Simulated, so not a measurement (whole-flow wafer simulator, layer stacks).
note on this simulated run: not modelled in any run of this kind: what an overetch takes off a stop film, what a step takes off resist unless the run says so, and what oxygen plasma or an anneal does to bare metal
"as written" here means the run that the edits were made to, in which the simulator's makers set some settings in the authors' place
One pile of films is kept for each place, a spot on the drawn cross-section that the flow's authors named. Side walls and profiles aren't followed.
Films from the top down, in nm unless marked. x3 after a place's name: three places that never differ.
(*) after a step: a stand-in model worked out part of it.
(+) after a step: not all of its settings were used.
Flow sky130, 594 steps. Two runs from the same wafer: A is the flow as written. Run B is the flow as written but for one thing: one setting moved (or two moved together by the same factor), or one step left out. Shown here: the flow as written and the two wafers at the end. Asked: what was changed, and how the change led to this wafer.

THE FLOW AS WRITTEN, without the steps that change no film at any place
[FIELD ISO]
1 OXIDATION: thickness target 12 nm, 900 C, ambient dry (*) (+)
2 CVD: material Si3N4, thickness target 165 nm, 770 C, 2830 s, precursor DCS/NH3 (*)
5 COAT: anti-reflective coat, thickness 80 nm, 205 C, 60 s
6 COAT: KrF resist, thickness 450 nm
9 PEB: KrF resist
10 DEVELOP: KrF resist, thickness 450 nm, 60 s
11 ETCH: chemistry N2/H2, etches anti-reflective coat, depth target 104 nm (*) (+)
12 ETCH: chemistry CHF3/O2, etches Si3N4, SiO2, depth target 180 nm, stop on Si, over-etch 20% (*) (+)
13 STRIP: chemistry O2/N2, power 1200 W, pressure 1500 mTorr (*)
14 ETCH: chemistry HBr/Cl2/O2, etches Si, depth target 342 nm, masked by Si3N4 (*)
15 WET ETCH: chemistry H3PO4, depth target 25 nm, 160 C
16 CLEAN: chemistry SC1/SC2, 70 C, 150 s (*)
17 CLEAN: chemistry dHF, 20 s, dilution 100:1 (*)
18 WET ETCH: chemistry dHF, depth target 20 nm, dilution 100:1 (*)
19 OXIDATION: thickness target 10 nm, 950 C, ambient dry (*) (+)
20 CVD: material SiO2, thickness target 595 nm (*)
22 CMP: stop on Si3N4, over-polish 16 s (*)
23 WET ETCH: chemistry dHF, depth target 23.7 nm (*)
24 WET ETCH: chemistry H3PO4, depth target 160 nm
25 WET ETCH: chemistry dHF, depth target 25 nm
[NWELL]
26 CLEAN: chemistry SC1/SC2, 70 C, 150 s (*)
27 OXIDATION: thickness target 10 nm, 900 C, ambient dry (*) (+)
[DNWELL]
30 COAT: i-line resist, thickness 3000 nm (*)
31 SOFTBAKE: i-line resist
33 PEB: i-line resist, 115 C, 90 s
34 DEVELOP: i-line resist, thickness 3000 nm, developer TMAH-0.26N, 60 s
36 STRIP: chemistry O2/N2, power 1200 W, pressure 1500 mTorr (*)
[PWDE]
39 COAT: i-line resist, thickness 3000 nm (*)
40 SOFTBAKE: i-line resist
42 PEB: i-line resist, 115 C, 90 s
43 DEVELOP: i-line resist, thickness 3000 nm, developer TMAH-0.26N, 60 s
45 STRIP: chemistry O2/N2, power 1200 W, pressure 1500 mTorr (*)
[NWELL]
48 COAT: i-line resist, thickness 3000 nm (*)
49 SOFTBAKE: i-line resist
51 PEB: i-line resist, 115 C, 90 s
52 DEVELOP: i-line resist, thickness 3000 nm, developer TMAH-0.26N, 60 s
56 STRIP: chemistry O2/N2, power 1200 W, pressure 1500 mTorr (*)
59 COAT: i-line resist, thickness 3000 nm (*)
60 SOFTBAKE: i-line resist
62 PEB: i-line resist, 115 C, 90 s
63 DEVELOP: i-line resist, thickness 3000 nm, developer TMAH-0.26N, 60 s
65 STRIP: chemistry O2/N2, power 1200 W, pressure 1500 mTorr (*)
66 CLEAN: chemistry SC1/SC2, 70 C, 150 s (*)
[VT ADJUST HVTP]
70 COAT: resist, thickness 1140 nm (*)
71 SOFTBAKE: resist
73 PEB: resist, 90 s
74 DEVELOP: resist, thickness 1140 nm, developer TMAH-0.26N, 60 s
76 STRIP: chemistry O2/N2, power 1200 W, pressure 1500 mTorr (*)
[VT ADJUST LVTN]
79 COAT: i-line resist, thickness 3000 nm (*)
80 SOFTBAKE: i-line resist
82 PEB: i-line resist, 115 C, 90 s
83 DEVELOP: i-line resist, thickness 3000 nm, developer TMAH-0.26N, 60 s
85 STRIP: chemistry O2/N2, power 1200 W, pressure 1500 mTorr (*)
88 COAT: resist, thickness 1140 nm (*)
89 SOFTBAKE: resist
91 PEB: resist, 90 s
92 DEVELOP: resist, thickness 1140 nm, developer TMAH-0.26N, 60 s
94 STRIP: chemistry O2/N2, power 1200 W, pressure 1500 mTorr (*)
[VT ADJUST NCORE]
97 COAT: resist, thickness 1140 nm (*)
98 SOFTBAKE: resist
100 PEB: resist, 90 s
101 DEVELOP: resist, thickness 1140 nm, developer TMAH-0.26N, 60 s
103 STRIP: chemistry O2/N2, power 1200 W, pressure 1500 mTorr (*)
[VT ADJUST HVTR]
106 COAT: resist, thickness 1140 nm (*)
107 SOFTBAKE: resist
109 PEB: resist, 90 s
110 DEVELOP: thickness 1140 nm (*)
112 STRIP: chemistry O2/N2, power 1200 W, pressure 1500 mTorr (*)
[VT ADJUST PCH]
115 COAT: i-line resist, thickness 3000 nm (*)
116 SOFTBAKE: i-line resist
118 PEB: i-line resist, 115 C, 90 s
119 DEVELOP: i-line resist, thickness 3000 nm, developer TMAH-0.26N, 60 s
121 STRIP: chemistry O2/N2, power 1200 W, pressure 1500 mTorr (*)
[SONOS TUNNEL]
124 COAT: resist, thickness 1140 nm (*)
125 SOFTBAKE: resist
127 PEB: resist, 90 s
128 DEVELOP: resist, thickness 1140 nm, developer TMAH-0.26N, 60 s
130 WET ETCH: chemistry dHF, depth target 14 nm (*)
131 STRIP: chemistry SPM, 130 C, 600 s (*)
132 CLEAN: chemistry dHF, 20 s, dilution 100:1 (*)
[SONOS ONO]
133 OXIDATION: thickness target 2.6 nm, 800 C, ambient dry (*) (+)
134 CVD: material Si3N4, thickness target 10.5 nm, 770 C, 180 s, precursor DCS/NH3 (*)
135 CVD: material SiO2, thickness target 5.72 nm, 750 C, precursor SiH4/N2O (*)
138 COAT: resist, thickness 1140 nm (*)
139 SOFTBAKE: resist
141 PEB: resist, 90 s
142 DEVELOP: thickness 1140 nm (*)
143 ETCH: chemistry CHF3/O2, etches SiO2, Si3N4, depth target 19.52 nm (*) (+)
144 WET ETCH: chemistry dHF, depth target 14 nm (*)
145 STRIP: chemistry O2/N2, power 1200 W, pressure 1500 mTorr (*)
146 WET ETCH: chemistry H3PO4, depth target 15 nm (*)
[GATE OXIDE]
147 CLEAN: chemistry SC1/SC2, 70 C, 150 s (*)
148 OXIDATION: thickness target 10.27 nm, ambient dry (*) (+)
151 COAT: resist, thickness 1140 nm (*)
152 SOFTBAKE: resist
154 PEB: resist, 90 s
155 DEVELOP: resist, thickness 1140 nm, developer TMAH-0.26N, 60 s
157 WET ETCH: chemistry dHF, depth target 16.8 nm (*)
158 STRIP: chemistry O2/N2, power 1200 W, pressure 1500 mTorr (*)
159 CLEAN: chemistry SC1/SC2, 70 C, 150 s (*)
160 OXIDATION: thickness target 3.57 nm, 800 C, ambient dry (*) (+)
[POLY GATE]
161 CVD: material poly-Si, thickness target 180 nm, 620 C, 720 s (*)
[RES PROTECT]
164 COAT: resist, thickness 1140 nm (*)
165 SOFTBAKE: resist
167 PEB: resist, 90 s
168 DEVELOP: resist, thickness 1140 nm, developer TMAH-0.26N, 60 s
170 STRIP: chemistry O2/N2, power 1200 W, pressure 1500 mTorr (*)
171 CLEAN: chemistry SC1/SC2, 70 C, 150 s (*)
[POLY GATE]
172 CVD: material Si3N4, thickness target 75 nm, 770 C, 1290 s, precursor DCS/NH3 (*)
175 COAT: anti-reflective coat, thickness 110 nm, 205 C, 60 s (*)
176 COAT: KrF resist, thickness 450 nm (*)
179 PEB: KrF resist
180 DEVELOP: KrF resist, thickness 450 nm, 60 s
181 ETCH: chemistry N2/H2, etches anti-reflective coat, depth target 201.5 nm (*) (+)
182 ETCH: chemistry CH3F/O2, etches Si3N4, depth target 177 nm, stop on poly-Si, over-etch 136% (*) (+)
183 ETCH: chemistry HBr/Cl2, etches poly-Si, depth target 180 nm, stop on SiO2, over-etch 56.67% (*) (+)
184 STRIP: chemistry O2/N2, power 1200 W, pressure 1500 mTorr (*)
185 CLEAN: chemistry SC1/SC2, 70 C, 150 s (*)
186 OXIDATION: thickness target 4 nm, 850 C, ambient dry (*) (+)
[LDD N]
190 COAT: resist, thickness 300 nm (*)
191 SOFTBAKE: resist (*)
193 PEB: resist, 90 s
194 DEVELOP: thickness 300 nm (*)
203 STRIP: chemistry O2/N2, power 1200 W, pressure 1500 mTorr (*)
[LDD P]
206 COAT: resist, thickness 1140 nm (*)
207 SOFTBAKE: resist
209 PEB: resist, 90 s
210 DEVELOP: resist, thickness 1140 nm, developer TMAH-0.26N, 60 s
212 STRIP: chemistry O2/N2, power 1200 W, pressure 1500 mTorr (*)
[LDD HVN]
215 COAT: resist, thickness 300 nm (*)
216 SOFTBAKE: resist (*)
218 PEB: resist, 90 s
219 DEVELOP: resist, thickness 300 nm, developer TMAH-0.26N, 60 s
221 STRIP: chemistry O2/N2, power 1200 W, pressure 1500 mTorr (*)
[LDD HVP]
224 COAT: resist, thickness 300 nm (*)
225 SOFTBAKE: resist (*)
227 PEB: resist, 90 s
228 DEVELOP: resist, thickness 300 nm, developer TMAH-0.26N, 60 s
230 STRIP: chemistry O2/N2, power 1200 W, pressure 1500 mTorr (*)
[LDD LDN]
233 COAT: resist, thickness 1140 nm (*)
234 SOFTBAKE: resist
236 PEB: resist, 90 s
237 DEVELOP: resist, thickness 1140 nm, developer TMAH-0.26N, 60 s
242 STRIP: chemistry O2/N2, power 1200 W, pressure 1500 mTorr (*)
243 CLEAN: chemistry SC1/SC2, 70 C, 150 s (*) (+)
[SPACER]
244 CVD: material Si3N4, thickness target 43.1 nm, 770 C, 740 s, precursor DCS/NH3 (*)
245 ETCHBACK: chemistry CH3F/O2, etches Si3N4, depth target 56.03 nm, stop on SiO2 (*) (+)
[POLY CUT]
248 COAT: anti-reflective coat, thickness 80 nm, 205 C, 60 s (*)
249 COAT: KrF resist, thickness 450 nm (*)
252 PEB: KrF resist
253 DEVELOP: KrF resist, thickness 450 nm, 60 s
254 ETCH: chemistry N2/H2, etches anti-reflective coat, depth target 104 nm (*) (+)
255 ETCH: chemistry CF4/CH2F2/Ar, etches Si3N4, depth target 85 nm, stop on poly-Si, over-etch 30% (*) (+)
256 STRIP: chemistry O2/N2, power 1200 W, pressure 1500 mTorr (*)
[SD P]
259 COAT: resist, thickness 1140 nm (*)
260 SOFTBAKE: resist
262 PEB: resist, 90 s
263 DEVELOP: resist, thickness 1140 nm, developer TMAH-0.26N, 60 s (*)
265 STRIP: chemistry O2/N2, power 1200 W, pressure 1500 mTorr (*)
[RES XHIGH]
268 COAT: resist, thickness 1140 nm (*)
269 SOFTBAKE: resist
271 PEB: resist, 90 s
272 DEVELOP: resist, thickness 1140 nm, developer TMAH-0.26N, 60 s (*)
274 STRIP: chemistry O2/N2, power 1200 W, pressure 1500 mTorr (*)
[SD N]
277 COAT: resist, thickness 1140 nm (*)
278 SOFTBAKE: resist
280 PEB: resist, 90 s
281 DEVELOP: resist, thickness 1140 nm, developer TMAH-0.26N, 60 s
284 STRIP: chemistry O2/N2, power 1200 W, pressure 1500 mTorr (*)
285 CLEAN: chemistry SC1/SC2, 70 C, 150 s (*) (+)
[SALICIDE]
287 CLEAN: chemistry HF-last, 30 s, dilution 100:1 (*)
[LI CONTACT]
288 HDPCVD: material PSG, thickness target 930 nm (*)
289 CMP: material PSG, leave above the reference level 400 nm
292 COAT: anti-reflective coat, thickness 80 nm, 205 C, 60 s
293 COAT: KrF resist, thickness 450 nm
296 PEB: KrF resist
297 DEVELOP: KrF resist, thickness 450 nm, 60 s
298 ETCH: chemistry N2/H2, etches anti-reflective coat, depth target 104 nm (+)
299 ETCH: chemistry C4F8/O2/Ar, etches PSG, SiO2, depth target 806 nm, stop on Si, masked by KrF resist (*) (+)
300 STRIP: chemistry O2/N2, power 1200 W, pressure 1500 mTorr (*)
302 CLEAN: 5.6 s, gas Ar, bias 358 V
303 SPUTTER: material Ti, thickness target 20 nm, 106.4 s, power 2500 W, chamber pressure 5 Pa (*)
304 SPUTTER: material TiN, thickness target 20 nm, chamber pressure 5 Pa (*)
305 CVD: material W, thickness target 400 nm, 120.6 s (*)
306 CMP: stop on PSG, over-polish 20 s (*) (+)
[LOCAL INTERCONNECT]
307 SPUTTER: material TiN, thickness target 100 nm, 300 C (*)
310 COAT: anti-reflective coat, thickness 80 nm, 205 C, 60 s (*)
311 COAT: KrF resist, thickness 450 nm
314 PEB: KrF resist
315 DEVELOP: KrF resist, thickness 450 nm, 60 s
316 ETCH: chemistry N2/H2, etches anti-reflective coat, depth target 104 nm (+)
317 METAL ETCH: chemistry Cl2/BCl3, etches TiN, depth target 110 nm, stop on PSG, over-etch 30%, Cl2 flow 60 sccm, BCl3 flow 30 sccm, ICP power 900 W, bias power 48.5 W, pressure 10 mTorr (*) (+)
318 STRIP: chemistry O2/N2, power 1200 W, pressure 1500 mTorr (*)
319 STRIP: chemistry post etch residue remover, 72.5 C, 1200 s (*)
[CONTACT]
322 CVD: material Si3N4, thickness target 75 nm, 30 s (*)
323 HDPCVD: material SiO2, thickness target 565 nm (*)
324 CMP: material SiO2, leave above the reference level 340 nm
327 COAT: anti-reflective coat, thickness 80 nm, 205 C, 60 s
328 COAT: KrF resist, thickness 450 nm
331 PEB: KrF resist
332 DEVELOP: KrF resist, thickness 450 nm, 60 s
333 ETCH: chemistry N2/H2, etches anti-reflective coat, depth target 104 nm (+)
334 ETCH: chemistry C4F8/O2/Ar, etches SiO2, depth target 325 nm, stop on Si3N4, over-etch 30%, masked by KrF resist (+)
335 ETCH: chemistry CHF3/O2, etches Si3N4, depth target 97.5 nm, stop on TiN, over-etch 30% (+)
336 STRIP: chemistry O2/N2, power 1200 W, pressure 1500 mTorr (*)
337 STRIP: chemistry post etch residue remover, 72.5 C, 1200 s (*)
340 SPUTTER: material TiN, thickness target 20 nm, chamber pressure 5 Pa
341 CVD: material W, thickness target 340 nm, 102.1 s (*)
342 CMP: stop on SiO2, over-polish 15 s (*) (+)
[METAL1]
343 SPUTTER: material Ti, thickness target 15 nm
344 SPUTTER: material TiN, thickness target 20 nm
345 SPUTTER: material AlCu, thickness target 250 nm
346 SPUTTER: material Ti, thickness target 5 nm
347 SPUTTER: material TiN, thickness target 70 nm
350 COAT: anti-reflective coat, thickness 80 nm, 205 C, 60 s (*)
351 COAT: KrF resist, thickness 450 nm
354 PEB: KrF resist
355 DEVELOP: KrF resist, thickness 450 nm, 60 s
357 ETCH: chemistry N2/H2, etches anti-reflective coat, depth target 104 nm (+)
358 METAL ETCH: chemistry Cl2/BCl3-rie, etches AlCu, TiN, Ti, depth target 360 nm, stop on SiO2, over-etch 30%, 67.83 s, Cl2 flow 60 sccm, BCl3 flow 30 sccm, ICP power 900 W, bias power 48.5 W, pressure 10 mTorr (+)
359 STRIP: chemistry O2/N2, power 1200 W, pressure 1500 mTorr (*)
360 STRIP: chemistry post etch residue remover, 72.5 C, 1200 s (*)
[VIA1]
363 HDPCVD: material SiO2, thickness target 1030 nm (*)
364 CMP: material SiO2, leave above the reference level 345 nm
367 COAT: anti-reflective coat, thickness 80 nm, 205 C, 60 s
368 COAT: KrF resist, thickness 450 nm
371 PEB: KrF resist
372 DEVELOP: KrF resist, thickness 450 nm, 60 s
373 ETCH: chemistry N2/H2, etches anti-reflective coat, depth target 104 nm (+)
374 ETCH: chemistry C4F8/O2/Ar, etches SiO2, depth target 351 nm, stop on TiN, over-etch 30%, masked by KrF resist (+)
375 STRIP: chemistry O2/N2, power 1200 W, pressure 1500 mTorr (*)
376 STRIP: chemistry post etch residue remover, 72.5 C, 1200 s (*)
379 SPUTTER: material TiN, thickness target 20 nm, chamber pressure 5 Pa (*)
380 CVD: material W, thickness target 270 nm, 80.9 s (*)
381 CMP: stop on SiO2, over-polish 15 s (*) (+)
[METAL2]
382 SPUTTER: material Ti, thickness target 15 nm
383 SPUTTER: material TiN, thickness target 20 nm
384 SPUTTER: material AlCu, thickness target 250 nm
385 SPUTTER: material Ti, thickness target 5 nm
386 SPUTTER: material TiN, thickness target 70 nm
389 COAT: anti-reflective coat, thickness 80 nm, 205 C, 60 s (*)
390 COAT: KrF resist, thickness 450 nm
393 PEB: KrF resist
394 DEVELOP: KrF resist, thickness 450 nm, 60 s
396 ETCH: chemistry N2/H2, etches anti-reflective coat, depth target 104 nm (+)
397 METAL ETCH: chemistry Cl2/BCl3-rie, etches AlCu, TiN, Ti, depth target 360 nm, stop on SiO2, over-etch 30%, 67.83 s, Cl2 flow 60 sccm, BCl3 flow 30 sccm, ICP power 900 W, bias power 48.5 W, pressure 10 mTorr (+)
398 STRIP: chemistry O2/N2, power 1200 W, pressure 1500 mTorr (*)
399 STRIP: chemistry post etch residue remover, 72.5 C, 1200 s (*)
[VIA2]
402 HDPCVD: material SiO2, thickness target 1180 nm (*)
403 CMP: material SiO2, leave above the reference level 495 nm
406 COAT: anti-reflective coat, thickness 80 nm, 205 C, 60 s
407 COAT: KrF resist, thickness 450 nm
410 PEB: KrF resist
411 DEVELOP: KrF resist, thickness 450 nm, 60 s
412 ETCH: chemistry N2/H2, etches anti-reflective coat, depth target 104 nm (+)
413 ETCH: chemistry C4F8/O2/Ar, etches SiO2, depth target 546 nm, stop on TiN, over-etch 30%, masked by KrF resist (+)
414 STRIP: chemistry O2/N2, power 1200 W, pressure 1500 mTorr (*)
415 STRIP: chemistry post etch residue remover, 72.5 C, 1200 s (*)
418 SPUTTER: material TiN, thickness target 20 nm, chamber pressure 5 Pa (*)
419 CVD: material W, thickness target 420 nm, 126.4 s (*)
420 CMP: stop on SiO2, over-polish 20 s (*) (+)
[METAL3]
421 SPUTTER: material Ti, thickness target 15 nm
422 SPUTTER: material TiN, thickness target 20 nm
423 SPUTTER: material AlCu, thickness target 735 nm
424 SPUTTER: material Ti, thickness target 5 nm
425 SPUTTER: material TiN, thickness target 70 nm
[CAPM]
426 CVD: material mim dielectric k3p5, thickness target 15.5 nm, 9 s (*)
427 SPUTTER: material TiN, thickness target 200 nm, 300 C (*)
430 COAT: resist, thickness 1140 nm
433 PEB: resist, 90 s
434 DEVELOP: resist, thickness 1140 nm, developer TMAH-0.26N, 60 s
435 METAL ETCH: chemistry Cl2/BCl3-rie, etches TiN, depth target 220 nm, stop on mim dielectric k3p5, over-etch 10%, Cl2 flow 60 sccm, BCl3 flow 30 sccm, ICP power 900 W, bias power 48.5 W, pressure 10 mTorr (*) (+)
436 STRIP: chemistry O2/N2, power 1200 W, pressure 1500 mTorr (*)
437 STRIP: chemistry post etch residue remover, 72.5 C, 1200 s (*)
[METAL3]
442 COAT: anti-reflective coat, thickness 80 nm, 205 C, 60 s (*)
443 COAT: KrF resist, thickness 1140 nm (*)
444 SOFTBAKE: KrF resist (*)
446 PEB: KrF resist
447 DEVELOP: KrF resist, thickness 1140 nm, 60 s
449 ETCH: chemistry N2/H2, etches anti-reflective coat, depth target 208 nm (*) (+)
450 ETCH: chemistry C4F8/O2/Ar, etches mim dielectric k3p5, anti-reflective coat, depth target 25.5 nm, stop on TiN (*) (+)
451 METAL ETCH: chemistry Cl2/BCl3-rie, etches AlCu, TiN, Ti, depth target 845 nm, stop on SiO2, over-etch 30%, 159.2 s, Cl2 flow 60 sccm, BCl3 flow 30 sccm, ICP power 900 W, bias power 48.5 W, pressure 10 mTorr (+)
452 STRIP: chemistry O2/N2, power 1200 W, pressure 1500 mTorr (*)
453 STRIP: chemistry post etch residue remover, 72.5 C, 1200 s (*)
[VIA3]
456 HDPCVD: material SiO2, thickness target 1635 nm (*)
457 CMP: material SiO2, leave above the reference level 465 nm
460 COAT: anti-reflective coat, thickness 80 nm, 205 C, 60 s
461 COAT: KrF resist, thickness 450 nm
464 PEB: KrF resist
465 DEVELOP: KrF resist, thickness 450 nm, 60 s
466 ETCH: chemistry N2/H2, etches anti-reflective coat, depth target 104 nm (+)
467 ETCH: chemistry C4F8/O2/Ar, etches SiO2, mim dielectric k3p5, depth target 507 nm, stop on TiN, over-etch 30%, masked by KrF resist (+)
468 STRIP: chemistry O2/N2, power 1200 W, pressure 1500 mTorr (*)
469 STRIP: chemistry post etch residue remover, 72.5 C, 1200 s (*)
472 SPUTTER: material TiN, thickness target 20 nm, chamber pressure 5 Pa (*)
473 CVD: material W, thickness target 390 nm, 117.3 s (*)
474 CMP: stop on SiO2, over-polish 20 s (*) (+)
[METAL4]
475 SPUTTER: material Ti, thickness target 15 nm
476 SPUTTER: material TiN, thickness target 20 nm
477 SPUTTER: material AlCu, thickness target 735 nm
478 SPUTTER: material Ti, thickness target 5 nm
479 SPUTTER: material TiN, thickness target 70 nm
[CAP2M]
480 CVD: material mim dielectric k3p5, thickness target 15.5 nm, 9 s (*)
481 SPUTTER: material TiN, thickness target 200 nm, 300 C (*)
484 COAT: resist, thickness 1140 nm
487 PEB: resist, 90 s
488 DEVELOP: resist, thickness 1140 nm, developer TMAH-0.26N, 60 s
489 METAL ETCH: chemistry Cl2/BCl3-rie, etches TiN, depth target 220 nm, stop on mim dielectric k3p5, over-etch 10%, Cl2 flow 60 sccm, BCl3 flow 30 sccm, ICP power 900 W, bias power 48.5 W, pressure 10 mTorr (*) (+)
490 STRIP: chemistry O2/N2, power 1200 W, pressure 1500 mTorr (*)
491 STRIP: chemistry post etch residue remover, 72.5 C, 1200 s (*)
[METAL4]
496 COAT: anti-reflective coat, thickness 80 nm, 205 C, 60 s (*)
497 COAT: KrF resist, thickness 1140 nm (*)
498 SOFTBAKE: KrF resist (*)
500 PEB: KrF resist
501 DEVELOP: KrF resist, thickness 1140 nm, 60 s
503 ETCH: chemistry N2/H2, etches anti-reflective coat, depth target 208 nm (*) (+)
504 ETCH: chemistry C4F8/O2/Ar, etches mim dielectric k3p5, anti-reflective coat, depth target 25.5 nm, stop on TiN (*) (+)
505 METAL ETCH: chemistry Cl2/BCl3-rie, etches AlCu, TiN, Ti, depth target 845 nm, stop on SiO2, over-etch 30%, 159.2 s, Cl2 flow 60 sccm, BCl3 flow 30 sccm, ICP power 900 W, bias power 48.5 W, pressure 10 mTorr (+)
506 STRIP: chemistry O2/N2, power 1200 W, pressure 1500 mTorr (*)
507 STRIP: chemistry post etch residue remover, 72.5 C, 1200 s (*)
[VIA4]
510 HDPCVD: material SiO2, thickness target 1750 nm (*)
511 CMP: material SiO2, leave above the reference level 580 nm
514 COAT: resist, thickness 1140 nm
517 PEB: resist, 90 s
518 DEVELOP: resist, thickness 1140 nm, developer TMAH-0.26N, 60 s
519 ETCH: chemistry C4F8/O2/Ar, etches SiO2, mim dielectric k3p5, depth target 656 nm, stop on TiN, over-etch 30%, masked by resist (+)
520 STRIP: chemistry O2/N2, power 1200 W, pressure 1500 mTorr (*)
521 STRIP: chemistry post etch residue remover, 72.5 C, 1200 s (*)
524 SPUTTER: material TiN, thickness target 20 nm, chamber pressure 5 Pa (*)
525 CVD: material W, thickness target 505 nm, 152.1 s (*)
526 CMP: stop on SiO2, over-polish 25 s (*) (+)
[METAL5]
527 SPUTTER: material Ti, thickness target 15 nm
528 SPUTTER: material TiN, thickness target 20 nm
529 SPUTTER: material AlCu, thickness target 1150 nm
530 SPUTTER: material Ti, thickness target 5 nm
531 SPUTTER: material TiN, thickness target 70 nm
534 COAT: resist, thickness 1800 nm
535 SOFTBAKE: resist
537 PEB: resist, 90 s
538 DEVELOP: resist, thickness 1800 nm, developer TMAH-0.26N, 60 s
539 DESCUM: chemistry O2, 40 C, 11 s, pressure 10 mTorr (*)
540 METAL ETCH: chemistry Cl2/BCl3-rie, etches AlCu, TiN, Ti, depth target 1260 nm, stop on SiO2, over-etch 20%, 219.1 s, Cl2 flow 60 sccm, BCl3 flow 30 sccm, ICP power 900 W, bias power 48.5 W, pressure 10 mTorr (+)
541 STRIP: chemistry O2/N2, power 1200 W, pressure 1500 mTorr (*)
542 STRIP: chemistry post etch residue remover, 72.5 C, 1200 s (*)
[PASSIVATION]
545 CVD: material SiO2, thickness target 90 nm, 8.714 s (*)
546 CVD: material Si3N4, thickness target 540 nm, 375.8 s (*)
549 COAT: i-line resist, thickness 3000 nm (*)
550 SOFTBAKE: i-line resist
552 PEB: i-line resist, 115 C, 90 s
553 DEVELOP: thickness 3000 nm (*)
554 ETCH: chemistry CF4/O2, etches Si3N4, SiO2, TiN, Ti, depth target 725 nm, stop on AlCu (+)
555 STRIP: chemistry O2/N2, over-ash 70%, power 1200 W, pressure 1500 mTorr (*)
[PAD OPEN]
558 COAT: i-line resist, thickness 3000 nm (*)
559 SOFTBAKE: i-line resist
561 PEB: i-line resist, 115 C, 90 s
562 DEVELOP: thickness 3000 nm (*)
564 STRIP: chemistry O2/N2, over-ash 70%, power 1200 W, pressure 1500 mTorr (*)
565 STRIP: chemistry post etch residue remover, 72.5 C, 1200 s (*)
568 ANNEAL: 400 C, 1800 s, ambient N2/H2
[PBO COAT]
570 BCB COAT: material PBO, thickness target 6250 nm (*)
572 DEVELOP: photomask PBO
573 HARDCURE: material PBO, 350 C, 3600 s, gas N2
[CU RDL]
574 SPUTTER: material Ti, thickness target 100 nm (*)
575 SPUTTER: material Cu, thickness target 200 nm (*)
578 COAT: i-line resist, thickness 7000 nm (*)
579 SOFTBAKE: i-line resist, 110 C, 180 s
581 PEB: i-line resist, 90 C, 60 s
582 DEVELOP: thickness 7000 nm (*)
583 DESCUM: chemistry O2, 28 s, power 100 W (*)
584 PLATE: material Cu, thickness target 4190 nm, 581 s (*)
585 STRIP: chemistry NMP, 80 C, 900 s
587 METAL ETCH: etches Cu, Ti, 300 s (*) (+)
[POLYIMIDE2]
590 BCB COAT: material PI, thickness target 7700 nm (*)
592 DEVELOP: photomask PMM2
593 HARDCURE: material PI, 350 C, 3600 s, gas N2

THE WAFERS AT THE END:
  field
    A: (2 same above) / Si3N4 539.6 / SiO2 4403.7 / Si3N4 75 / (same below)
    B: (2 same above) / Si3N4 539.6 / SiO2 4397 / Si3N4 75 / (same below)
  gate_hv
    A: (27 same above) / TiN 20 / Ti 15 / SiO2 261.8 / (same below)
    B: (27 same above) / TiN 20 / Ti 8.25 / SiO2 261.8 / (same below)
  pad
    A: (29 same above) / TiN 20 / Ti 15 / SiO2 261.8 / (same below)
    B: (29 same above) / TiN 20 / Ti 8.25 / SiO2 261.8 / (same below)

The cause: step 343, SPUTTER: thickness target 8.25 nm was run, where the flow has thickness target 15 nm.
It can be read off the wafer: gate_hv has Ti 8.25, and step 343 as written asks for 15 nm.

How the change led to this, step by step:
  343 SPUTTER: material Ti, thickness target 15 nm
      field, active, n_well and 188 more: A Ti +15 (new film) | B Ti +8.25 (new film)
  358 METAL ETCH: chemistry Cl2/BCl3-rie, etches AlCu, TiN, Ti, depth target 360 nm, stop on SiO2, over-etch 30%, 67.83 s, Cl2 flow 60 sccm, BCl3 flow 30 sccm, ICP power 900 W, bias power 48.5 W, pressure 10 mTorr (+)
      field, active, gate and 81 more: A TiN -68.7 (all of it), Ti -5 (all of it), AlCu -250 (all of it), TiN -20 (all of it), Ti -15 (all of it), SiO2 -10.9 | B TiN -68.7 (all of it), Ti -5 (all of it), AlCu -250 (all of it), TiN -20 (all of it), Ti -8.25 (all of it), SiO2 -11.6
